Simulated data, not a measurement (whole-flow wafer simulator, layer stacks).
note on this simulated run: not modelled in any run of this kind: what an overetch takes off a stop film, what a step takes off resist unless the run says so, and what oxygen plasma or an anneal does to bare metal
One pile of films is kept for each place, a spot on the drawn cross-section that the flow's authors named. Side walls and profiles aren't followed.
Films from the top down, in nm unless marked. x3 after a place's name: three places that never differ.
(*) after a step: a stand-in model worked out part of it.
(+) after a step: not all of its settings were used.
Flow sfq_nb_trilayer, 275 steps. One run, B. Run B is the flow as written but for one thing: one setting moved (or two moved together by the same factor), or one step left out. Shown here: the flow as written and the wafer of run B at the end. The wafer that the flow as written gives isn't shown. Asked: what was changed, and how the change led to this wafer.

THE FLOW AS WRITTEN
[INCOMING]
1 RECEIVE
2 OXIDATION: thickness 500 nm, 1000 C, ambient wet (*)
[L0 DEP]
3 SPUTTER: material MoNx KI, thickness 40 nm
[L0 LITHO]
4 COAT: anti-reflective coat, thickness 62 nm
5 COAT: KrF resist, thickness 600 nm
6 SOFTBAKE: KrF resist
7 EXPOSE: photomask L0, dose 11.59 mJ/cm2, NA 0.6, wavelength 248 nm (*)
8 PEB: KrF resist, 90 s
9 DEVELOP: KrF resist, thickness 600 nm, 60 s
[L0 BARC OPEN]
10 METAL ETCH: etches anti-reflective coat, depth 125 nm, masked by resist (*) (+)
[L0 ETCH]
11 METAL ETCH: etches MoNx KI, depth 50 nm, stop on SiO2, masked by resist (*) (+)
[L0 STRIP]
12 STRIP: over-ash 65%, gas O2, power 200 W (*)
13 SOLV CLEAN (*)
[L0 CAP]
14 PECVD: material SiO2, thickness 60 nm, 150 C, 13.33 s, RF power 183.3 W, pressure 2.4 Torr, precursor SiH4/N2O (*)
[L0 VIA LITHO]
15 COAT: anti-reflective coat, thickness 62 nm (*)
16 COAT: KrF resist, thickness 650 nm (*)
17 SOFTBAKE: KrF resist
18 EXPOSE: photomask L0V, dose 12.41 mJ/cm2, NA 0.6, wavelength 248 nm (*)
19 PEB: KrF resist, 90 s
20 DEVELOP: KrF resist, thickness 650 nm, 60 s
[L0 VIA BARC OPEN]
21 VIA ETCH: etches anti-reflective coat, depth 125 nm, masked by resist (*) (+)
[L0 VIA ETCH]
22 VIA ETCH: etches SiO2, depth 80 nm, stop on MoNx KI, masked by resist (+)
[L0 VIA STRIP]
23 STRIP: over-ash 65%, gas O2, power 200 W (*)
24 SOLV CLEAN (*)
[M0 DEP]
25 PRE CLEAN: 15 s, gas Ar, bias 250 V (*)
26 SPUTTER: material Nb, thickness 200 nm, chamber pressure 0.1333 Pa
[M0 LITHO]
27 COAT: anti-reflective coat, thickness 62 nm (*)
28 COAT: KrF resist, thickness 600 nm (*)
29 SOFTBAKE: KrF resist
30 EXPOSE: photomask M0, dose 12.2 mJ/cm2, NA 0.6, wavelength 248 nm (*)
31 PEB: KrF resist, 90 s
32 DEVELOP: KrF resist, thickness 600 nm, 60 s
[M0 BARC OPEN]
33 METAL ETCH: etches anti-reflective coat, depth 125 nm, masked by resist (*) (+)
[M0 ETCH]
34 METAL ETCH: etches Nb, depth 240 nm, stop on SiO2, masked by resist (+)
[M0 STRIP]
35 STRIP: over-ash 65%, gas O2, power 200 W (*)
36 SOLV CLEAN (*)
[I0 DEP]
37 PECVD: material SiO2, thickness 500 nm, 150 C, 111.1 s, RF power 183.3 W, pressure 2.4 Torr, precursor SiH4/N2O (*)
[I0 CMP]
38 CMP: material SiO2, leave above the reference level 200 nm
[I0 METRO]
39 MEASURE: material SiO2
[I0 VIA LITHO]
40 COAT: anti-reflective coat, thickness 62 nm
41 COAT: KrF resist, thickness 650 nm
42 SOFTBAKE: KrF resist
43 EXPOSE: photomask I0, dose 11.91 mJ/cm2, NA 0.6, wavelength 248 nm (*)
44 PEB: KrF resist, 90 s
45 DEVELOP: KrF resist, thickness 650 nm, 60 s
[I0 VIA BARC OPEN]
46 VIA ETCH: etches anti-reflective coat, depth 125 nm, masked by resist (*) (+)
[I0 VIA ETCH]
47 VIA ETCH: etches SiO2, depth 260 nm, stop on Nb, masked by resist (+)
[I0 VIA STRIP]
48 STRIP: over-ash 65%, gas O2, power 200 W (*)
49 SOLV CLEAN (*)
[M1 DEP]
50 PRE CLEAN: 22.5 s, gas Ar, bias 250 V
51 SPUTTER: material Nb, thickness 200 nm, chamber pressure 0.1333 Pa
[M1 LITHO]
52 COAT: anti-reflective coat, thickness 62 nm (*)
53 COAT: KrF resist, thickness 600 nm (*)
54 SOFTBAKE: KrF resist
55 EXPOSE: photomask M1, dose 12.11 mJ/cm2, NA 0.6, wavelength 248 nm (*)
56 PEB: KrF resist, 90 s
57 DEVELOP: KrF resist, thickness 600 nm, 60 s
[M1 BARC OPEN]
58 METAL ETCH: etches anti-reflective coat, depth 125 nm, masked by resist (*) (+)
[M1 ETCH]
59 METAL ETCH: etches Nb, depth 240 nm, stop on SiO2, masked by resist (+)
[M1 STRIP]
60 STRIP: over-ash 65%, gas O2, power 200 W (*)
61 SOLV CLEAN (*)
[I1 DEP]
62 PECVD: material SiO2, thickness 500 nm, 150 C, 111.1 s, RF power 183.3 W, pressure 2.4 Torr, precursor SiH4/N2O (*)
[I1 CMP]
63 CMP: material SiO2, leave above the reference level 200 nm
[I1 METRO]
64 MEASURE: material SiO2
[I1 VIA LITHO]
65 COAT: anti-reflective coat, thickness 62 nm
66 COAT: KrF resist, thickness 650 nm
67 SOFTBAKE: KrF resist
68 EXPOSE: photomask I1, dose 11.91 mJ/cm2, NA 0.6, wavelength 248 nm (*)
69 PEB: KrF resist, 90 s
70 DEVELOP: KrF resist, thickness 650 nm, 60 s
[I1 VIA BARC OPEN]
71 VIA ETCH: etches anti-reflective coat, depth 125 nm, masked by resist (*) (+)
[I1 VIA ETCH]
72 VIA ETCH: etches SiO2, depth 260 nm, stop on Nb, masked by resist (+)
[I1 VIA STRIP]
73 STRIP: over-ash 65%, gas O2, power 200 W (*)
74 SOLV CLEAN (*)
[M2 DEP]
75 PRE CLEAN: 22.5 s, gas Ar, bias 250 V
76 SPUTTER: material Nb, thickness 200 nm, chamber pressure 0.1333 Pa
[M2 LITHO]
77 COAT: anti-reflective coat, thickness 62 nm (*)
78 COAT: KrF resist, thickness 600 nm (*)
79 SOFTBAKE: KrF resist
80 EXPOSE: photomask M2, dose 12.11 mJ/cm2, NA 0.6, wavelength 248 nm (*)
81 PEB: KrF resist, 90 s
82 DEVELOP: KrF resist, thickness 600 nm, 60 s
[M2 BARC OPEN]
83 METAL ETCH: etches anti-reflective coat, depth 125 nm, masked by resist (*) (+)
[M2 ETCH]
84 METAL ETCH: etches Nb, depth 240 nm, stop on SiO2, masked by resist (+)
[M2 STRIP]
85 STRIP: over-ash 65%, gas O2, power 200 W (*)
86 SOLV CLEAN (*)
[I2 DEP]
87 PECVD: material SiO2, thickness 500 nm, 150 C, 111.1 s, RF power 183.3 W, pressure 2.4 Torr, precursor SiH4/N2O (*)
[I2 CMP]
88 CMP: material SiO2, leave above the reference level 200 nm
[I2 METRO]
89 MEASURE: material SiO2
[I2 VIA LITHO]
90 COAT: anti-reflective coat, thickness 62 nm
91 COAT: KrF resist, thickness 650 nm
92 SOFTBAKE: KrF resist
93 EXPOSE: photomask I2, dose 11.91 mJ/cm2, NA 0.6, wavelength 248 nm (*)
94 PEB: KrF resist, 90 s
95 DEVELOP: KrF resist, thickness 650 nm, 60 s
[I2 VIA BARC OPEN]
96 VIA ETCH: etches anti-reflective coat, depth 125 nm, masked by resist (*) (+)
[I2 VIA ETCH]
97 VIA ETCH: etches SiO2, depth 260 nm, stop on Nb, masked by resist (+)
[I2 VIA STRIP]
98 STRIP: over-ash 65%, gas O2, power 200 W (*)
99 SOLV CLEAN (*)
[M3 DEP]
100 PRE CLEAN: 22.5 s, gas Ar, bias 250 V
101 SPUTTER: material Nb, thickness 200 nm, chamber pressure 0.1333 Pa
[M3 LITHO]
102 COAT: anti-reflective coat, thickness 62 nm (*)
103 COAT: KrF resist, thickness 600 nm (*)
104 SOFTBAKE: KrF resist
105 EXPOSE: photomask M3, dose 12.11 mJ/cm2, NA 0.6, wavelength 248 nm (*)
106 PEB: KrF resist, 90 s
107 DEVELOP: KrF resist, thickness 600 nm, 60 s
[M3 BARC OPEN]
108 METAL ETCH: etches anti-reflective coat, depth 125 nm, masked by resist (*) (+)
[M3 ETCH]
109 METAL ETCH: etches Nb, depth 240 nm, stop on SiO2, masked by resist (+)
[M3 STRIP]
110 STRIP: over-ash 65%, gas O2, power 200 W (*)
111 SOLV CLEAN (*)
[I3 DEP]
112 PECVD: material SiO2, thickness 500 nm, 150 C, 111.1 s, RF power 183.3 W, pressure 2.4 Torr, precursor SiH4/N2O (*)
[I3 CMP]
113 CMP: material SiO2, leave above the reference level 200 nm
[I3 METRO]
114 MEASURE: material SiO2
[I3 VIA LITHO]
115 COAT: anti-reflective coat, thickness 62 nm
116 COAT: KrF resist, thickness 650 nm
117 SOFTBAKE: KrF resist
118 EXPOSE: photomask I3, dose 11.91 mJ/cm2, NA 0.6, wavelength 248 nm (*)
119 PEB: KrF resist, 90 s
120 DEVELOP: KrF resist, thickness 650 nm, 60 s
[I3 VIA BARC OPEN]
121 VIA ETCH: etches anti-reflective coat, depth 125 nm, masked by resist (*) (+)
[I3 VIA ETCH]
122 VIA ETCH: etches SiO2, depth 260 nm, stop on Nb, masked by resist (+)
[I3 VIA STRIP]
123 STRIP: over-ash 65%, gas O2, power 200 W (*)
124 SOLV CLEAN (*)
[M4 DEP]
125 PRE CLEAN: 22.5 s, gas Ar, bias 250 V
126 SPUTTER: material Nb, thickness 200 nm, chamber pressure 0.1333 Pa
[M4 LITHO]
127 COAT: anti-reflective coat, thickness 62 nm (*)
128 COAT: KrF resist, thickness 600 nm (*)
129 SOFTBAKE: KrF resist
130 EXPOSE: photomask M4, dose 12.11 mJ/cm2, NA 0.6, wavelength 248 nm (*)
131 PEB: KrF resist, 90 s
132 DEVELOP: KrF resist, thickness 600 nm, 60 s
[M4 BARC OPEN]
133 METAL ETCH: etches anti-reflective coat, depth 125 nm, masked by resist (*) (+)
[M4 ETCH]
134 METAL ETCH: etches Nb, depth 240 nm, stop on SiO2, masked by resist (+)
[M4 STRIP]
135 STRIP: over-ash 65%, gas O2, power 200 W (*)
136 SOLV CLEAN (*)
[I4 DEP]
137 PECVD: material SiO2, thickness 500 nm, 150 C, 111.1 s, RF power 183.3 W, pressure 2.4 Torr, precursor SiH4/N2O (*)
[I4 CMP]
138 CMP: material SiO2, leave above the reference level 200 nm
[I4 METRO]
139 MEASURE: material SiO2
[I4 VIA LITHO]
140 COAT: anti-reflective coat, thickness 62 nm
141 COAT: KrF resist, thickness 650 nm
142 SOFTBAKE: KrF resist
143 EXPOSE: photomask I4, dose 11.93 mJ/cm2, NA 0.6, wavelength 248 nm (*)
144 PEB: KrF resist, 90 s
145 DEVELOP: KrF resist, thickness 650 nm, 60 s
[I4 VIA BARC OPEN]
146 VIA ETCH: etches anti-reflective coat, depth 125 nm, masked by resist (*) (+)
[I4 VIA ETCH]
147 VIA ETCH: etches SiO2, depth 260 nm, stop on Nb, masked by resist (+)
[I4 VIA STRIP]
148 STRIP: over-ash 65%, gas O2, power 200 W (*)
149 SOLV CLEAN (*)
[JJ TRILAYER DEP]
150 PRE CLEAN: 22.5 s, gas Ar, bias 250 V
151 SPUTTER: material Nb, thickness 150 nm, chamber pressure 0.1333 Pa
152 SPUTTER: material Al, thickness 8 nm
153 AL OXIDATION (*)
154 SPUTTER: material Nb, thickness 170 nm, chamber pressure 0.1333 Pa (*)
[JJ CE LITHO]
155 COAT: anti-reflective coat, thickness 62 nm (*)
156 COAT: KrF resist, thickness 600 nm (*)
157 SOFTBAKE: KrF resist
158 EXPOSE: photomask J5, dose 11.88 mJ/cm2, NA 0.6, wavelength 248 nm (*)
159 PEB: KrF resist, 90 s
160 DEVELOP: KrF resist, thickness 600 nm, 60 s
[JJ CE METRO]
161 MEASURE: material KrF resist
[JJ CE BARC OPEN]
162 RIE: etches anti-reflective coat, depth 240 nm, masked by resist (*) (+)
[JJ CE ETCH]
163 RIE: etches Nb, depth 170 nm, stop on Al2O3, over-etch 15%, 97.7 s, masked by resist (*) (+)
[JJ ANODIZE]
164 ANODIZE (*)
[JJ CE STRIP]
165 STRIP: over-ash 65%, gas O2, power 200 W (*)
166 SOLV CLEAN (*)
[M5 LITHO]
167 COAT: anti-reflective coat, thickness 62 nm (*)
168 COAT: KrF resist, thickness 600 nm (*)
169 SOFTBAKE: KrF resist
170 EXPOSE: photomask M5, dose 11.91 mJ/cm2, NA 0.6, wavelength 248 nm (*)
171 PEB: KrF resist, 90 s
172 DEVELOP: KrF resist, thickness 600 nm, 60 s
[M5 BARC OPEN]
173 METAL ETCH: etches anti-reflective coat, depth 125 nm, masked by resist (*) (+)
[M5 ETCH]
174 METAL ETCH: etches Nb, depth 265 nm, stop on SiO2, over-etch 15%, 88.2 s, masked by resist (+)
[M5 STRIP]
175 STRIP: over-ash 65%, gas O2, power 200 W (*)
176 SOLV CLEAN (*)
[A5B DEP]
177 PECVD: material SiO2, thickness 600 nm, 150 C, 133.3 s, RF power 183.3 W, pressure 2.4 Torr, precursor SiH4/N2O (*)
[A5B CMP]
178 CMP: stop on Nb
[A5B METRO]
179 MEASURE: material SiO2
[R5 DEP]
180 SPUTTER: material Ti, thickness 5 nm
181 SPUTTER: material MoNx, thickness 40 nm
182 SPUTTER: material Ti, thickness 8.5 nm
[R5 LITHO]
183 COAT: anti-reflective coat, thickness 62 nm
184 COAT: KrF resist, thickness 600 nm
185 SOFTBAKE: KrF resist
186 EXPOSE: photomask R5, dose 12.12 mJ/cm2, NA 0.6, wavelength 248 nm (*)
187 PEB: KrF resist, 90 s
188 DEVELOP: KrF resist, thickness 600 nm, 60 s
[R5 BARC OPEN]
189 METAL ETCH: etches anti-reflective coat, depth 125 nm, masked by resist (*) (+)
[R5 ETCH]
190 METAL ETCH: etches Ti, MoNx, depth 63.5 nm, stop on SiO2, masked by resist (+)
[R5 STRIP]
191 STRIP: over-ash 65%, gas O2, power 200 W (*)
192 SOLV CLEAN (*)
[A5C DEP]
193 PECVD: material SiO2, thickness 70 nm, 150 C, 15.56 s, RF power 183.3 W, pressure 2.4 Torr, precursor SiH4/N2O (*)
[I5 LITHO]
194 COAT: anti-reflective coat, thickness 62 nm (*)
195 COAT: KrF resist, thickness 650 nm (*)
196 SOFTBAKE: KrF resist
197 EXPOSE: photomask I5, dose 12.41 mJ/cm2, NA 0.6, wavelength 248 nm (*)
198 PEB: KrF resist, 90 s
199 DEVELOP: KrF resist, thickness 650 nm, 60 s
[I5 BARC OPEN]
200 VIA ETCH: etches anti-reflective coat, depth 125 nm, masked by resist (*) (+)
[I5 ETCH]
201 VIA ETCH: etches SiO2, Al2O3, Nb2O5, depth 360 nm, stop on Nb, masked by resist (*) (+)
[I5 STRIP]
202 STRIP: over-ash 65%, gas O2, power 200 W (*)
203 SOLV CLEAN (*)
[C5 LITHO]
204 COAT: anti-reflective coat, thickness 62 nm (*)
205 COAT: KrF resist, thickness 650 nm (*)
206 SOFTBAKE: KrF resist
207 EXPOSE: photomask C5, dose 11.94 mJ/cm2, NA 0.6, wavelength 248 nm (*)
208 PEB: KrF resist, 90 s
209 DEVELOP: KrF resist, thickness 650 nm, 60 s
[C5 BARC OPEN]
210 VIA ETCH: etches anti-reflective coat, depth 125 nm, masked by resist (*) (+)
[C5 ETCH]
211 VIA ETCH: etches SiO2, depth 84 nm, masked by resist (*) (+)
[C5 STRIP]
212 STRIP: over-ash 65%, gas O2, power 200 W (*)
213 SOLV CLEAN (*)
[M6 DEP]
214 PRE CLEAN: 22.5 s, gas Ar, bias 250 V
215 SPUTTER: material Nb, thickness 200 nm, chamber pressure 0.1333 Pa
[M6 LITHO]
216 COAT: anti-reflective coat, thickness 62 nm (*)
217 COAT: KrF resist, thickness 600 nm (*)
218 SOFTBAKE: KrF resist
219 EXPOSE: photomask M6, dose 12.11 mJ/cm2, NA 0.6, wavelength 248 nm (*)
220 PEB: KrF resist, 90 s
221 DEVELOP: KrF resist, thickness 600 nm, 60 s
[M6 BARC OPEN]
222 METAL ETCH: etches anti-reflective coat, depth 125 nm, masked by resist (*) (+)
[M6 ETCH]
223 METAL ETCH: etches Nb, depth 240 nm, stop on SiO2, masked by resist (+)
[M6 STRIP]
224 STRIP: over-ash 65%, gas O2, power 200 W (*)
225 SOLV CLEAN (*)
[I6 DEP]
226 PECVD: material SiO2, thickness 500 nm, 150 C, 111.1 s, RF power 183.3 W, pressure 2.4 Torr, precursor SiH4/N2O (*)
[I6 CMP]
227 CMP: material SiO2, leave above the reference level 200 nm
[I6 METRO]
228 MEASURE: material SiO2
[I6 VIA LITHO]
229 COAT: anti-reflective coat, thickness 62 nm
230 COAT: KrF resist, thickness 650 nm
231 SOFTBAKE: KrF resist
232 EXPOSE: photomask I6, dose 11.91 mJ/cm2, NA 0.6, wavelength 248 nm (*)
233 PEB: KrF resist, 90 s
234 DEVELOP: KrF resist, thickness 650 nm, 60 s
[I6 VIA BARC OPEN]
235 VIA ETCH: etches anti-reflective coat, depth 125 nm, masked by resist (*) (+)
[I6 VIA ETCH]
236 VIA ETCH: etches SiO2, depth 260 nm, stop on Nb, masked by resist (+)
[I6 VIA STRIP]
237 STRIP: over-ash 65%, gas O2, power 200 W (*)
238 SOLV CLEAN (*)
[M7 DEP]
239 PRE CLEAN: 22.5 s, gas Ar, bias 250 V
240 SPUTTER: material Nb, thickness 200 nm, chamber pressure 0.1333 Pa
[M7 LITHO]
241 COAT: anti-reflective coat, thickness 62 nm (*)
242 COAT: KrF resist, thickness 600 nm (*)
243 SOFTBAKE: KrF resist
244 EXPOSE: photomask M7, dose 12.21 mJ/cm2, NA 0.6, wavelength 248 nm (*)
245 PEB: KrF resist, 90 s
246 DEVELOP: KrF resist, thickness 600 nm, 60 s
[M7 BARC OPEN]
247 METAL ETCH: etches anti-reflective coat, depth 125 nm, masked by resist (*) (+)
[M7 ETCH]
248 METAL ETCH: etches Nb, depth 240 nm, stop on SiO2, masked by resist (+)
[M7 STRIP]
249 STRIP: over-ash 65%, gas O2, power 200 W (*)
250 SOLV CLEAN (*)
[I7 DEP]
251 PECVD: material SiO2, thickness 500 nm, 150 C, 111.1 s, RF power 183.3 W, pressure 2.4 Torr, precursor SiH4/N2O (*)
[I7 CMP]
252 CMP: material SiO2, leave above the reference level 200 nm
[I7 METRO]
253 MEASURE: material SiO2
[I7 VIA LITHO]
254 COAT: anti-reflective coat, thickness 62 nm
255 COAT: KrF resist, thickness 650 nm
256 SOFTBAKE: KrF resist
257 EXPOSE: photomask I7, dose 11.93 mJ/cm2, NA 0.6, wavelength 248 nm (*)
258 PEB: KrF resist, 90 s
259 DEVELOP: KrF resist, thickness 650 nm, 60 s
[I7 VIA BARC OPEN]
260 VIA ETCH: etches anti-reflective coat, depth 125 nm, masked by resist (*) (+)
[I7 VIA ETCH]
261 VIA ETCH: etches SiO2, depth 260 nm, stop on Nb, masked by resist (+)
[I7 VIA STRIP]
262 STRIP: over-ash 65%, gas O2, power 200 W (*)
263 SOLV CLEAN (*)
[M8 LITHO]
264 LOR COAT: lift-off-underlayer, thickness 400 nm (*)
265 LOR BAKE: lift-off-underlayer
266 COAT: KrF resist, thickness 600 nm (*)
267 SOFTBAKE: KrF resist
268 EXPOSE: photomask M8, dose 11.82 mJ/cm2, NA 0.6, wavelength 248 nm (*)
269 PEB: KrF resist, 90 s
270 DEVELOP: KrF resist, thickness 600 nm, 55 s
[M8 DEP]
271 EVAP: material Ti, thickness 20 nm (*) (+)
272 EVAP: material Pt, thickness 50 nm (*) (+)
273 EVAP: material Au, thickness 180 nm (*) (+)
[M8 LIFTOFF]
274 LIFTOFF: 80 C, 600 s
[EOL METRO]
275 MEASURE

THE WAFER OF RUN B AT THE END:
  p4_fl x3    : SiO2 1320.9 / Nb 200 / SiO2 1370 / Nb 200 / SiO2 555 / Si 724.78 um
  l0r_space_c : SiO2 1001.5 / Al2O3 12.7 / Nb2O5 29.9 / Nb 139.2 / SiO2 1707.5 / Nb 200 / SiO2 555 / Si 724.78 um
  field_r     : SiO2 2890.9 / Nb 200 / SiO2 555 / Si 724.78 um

The cause: step 138, CMP: leave above the reference level 145 nm was run, where the flow has leave above the reference level 200 nm.

How the change led to this, step by step:
  138 CMP: material SiO2, leave above the reference level 200 nm
      field_l, be, be_sur and 55 more: SiO2 -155 (as written it would be: SiO2 -100)
      v_sur, via_wl, via_w and 35 more: SiO2 -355 (as written it would be: SiO2 -300)
      (and at 10 more places)
  147 VIA ETCH: etches SiO2, depth 260 nm, stop on Nb, masked by resist (+)
      field_l, v_sur, via_sp and 100 more: KrF resist -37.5 (as written it would be: KrF resist -44.8)
      via_wl, via_w, via_wr: SiO2 -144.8 (all of it) (as written it would be: SiO2 -199.8 (all of it))
  151 SPUTTER: material Nb, thickness 150 nm, chamber pressure 0.1333 Pa
      via_wl, via_w, via_wr: Nb +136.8 (as written it would be: Nb +130.4)
  154 SPUTTER: material Nb, thickness 170 nm, chamber pressure 0.1333 Pa (*)
      via_wl, via_wr: Nb +150.3 (new film) (as written it would be: Nb +140.7 (new film))
      via_w: Nb +150.6 (new film) (as written it would be: Nb +141 (new film))
  155 COAT: anti-reflective coat, thickness 62 nm (*)
      via_wl, via_wr: anti-reflective coat +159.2 (new film) (as written it would be: anti-reflective coat +209.4 (new film))
      v_sur: anti-reflective coat +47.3 (new film) (as written it would be: anti-reflective coat +45.1 (new film))
      (and at 2 more places)
  156 COAT: KrF resist, thickness 600 nm (*)
      via_w: KrF resist +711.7 (new film) (as written it would be: KrF resist +763.8 (new film))
  160 DEVELOP: KrF resist, thickness 600 nm, 60 s
      via_w: KrF resist -710.1 (all of it) (as written it would be: KrF resist -762.1 (all of it))
  162 RIE: etches anti-reflective coat, depth 240 nm, masked by resist (*) (+)
      ce_l, c5j, ce_r, wl_jj: KrF resist -159.2 (as written it would be: KrF resist -209.4)
      via_wl, via_wr: anti-reflective coat -159.2 (all of it) (as written it would be: anti-reflective coat -209.4 (all of it))
      (and at 3 more places)
  163 RIE: etches Nb, depth 170 nm, stop on Al2O3, over-etch 15%, 97.7 s, masked by resist (*) (+)
      via_wl, via_wr: Nb -150.3 (all of it), Al2O3 -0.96 (all of it) (as written it would be: Nb -140.7 (all of it), Al2O3 -0.96 (all of it))
      via_w: Nb -150.6 (all of it), Al2O3 -0.96 (all of it) (as written it would be: Nb -141 (all of it), Al2O3 -0.96 (all of it))
  164 ANODIZE (*)
      via_w: Al2O3 +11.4 (new film), Nb2O5 +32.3 (new film), Al -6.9 (all of it), Nb -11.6 (as written it would be: Al2O3 +10.8 (new film), Nb2O5 +33.3 (new film), Al -6.54 (all of it), Nb -12)
  165 STRIP: over-ash 65%, gas O2, power 200 W (*)
      c5j, ce_r: KrF resist -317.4 (all of it), anti-reflective coat -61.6 (all of it) (as written it would be: KrF resist -266.9 (all of it), anti-reflective coat -61.5 (all of it))
      ce_l: KrF resist -317.3 (all of it), anti-reflective coat -61.6 (all of it) (as written it would be: KrF resist -266.8 (all of it), anti-reflective coat -61.4 (all of it))
      (and at 1 more place)
  167 COAT: anti-reflective coat, thickness 62 nm (*)
      via_wl: anti-reflective coat +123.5 (new film) (as written it would be: anti-reflective coat +170.5 (new film))
      via_w: anti-reflective coat +74.9 (new film) (as written it would be: anti-reflective coat +84.1 (new film))
      (and at 1 more place)
  168 COAT: KrF resist, thickness 600 nm (*)
      via_w: KrF resist +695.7 (new film) (as written it would be: KrF resist +732.6 (new film))
  175 STRIP: over-ash 65%, gas O2, power 200 W (*)
      v_sur: KrF resist -358.6 (all of it), anti-reflective coat -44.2 (all of it) (as written it would be: KrF resist -349.2 (all of it), anti-reflective coat -44.9 (all of it))
      via_wl: KrF resist -424.9 (all of it), anti-reflective coat -123.5 (all of it) (as written it would be: KrF resist -427 (all of it), anti-reflective coat -170.5 (all of it))
      (and at 2 more places)
  178 CMP: stop on Nb
      via_wl, via_wr: SiO2 -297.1 (as written it would be: SiO2 -235.7)
      via_w: SiO2 -296.5 (as written it would be: SiO2 -235.2)
